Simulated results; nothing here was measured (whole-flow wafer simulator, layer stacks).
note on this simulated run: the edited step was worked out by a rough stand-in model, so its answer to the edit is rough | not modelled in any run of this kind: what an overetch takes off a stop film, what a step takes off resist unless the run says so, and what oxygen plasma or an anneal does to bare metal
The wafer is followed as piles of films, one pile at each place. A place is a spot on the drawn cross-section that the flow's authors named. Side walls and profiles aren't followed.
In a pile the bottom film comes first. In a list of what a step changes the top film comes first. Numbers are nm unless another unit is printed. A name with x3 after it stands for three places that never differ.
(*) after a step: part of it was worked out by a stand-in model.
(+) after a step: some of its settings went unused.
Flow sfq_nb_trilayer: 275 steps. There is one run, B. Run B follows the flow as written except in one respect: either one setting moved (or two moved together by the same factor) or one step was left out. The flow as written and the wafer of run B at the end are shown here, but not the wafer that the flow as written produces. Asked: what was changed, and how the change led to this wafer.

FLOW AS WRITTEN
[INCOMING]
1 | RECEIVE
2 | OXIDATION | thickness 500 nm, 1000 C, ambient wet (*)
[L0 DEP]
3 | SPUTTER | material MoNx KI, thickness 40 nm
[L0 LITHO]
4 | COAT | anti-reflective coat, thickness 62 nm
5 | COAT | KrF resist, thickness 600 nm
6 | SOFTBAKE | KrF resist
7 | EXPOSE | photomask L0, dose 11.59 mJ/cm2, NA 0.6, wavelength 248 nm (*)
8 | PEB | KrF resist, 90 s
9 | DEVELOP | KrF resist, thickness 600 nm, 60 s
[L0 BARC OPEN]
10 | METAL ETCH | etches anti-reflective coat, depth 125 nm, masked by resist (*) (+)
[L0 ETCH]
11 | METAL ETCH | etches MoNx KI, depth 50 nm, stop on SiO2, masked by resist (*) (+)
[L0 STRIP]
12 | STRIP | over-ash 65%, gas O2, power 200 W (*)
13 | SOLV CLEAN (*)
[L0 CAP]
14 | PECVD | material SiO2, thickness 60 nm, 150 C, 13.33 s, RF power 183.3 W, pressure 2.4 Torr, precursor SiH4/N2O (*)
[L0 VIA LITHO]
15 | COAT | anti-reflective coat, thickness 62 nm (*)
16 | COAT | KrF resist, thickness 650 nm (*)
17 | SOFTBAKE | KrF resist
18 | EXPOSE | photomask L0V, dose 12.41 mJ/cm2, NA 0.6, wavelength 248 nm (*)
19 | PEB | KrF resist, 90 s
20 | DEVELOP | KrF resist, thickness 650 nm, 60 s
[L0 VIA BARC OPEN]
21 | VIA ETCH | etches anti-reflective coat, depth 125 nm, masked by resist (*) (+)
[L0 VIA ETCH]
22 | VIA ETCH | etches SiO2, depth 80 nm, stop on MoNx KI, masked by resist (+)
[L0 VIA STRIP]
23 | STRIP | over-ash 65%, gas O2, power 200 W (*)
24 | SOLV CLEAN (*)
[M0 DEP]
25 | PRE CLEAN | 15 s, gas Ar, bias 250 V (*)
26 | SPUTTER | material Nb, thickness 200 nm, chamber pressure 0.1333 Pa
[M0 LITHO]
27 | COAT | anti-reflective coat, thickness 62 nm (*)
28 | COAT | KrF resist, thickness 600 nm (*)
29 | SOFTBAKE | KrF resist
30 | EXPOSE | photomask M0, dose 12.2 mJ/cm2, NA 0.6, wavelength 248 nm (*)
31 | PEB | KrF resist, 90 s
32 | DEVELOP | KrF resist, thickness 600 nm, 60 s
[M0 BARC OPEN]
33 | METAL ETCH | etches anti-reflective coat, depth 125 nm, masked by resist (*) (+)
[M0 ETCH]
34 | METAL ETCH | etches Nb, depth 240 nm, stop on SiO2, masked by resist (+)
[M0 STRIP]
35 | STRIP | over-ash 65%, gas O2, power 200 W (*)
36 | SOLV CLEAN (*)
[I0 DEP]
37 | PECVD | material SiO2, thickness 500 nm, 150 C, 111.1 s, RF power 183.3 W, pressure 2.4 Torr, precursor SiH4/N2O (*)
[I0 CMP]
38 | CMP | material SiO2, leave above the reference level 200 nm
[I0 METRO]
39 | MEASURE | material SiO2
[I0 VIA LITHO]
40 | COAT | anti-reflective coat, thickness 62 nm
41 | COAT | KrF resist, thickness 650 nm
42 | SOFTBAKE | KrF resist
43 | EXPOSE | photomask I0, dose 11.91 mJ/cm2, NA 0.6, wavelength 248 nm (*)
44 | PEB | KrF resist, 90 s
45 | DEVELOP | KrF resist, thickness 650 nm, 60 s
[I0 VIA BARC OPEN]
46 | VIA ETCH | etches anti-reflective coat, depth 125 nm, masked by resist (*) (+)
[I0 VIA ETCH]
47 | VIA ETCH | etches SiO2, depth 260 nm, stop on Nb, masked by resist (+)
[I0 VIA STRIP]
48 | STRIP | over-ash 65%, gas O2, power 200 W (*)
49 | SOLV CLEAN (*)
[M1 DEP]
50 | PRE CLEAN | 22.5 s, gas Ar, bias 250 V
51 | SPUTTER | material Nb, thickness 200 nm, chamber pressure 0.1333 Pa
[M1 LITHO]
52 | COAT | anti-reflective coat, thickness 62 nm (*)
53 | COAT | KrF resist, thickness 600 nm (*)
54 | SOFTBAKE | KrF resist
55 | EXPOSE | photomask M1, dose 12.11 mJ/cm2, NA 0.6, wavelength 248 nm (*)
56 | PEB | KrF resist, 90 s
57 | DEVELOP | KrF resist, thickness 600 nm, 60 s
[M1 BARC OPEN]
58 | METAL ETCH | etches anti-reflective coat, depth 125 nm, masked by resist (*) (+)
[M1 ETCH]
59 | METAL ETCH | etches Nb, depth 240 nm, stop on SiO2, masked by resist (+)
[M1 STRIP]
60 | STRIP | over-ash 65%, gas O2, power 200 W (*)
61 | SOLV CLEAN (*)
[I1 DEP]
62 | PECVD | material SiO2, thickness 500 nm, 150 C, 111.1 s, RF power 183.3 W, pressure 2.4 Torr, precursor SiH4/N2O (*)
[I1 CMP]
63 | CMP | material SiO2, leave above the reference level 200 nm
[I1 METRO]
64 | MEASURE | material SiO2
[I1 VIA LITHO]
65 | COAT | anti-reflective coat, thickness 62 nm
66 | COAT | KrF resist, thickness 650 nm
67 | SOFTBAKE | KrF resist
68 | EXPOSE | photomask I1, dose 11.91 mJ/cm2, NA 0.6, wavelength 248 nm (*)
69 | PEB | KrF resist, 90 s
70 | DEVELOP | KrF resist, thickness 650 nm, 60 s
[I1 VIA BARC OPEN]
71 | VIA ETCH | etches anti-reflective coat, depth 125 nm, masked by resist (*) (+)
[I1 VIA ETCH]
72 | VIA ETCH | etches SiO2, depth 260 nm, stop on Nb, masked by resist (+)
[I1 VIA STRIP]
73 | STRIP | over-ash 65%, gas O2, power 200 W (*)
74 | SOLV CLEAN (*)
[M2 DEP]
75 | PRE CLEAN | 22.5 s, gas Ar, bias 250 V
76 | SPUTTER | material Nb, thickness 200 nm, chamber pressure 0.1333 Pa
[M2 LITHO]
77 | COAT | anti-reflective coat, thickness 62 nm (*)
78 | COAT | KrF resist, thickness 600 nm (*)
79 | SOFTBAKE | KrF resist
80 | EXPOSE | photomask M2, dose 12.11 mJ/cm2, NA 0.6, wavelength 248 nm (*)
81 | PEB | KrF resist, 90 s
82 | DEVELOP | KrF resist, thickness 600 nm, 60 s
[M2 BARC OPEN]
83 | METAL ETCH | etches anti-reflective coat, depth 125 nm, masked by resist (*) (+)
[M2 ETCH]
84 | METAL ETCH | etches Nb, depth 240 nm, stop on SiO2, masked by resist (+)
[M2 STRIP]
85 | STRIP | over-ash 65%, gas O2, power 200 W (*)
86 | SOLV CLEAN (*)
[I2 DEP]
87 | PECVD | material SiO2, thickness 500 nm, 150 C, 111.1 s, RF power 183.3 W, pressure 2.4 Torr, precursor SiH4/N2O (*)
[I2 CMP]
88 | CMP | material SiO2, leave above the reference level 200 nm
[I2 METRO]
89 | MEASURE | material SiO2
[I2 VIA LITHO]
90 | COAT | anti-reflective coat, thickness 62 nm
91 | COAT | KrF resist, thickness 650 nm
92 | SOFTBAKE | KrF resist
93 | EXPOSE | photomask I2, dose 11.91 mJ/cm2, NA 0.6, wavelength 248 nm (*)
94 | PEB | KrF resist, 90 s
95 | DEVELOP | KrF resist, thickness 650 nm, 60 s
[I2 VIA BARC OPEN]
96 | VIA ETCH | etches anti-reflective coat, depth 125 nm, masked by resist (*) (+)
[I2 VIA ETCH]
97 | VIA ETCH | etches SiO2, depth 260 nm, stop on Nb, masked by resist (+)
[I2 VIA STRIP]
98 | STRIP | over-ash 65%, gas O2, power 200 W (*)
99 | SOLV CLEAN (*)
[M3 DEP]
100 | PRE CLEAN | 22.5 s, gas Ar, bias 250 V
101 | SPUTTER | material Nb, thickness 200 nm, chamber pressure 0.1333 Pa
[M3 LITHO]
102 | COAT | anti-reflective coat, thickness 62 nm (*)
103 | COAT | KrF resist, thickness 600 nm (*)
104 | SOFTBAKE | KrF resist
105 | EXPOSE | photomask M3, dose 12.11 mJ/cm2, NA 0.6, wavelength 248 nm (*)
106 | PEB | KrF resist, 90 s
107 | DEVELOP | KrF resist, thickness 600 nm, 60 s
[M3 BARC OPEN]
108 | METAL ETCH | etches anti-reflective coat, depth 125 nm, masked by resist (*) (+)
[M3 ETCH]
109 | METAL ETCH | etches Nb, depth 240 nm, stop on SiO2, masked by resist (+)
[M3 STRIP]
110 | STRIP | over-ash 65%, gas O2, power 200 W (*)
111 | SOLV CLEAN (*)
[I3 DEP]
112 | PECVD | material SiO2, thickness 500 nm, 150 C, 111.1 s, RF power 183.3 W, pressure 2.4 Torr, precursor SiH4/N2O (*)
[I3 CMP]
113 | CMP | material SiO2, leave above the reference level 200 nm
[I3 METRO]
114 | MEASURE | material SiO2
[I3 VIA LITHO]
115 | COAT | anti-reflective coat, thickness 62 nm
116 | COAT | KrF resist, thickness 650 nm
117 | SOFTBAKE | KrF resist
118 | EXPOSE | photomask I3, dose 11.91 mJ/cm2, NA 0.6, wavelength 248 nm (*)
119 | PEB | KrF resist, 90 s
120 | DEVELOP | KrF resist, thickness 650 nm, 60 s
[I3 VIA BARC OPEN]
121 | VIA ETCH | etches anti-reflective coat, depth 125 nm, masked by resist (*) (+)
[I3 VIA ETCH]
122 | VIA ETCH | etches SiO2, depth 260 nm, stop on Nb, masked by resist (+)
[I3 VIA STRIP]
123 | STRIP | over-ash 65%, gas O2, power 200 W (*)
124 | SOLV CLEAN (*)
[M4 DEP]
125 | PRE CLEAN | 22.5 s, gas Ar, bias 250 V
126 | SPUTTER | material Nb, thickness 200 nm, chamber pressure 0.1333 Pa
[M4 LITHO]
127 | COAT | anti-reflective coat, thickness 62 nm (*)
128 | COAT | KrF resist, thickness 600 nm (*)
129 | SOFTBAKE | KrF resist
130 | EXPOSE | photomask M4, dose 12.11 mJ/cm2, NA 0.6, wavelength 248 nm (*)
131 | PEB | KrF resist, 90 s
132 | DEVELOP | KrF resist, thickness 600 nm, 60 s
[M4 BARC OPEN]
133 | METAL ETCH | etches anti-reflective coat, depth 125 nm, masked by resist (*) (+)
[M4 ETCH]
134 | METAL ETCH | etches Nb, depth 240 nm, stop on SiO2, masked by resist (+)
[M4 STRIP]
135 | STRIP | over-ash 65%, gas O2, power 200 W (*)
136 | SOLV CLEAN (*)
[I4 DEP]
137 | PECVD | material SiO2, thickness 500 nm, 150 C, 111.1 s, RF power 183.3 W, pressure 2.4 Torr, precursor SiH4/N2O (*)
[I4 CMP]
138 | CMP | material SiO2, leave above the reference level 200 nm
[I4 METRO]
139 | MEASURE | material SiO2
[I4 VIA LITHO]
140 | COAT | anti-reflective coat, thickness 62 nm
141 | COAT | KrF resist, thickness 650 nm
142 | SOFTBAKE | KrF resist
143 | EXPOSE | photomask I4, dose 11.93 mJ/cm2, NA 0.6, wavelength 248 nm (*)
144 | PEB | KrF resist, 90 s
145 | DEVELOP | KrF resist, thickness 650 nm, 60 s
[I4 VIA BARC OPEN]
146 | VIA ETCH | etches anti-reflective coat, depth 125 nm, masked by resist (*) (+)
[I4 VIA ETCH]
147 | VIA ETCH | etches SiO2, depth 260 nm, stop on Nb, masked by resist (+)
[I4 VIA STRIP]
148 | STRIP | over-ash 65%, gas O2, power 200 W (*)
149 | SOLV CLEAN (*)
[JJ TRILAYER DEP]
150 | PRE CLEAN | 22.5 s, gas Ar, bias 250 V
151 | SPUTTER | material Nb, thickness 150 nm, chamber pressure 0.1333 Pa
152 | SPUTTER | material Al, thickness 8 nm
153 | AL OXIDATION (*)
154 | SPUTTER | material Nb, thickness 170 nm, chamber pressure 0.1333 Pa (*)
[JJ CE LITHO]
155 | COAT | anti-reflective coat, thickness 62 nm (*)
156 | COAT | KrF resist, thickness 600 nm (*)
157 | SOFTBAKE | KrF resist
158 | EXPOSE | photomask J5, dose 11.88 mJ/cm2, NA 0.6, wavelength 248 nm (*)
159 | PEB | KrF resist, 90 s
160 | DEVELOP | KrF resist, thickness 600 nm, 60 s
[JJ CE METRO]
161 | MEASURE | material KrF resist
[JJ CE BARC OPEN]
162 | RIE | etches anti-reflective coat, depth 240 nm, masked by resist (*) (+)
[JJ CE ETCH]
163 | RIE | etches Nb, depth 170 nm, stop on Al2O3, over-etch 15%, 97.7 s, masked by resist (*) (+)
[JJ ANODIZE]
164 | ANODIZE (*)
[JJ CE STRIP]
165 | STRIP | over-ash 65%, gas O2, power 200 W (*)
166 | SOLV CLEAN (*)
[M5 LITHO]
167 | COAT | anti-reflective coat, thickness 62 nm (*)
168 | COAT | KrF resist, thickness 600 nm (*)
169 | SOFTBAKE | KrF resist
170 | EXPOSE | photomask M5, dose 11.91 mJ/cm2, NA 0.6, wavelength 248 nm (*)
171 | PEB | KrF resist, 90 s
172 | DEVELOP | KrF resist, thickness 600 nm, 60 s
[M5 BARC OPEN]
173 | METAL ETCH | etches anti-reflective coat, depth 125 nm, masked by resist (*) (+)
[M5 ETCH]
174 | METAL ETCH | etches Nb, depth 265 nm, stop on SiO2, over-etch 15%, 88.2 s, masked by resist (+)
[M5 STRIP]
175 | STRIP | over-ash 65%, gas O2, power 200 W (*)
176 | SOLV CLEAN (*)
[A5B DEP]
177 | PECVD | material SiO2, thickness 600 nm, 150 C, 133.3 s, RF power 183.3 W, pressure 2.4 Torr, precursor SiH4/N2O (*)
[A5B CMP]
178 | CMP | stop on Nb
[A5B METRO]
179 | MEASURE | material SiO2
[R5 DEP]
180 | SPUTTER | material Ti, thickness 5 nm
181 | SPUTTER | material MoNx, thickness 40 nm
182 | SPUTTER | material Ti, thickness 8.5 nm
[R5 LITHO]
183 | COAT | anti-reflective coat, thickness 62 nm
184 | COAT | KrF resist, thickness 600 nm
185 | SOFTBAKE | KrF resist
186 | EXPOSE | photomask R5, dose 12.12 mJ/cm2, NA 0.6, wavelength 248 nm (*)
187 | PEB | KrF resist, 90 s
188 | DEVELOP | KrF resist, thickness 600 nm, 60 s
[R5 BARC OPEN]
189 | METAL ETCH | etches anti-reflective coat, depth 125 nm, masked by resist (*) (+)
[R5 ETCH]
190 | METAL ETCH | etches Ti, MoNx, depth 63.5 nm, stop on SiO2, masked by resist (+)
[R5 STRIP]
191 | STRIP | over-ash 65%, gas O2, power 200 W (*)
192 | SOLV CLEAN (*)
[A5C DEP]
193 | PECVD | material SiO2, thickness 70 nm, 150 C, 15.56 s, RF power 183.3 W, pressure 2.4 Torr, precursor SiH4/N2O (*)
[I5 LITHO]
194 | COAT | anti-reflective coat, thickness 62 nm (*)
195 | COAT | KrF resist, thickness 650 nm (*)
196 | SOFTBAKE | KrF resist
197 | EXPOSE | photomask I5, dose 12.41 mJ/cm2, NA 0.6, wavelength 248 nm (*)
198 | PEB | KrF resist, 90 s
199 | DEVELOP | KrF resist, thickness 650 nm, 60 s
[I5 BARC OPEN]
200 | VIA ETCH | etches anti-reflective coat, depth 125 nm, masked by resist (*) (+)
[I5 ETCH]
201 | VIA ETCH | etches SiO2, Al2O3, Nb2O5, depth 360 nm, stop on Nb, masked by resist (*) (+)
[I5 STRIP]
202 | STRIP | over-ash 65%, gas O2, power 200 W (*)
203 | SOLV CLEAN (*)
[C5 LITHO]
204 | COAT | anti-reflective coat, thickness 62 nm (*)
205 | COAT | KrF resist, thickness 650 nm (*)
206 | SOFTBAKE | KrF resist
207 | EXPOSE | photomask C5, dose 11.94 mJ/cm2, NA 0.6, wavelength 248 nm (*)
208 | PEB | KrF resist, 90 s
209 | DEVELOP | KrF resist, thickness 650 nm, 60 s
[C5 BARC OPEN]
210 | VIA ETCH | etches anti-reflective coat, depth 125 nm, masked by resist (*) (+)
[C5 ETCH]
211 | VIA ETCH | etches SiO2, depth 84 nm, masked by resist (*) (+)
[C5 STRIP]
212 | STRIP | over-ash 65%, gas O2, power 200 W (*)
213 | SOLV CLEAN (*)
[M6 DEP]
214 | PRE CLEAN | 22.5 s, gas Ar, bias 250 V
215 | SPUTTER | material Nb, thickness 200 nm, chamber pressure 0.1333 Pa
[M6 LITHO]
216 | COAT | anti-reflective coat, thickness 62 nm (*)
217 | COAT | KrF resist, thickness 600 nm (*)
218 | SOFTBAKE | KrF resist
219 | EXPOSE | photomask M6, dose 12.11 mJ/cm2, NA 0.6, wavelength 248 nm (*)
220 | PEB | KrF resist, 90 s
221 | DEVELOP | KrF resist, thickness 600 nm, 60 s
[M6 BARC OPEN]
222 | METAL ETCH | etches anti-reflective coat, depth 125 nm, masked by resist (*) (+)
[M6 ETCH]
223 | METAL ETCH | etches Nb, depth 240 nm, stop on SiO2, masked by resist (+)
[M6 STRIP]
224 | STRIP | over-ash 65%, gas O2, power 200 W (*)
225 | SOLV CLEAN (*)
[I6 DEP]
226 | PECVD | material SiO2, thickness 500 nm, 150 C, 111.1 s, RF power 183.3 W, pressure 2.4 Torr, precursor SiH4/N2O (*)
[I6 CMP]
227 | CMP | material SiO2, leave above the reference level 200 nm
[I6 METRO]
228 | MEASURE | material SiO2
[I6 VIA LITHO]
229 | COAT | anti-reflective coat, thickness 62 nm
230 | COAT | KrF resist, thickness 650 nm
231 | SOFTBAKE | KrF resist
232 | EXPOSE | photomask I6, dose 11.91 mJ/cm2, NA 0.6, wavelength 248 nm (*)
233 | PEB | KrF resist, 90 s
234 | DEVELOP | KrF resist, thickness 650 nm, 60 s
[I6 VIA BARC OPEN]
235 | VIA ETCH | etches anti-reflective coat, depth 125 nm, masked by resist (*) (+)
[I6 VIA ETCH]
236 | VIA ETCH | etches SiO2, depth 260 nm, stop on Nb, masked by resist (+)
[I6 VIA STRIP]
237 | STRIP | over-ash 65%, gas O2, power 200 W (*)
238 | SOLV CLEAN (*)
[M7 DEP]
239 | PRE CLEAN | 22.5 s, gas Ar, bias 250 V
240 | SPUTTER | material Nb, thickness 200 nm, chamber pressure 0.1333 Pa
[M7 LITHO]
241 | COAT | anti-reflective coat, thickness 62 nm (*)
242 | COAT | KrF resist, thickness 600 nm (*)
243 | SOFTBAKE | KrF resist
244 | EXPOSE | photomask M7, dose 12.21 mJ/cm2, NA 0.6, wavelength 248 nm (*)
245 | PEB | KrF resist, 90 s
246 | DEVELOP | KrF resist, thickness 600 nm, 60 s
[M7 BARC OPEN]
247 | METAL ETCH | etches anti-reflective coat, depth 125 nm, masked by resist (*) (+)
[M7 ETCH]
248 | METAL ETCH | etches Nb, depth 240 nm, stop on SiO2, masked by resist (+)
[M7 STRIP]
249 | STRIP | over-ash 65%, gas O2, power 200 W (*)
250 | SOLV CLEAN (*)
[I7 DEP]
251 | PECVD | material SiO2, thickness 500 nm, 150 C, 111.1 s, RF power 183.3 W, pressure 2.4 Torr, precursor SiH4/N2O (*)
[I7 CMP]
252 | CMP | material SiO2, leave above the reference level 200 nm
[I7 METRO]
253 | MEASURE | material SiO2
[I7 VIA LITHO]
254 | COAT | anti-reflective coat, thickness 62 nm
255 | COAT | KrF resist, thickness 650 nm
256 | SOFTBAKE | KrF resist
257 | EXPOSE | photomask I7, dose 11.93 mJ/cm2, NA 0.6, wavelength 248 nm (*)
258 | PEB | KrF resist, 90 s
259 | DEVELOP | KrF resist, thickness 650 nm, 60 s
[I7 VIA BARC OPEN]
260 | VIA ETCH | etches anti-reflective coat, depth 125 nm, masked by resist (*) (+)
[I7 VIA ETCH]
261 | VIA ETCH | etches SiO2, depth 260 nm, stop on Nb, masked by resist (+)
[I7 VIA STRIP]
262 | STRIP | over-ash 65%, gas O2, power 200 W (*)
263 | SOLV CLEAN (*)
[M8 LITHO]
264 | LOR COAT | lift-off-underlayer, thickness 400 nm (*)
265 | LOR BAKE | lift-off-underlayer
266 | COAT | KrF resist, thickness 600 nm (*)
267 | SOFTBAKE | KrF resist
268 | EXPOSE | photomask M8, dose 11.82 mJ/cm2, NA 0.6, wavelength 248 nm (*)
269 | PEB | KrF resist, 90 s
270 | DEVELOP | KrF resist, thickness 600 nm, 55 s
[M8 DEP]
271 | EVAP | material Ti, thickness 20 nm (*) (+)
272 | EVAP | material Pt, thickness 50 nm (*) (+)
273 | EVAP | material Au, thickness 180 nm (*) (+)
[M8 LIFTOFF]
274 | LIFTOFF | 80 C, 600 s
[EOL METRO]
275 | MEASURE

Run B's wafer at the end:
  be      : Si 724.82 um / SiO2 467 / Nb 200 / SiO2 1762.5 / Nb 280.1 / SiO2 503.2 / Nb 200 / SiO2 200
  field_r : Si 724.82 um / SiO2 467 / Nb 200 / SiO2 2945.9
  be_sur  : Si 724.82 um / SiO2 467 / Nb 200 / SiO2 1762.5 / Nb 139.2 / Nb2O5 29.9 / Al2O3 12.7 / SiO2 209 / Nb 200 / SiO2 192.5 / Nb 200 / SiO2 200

The reason: step 2, OXIDATION: thickness 412 nm was run, though the flow has thickness 500 nm.

The path from the change to this, step by step:
  2 | OXIDATION | thickness 500 nm, 1000 C, ambient wet (*)
      field_l, v_sur, via_wl and 103 more: SiO2 gains 412 (new film), chemical SiO2 loses 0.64 (all of it), Si loses 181 (as written it would have been: SiO2 gains 500 (new film), chemical SiO2 loses 0.64 (all of it), Si loses 219.7)
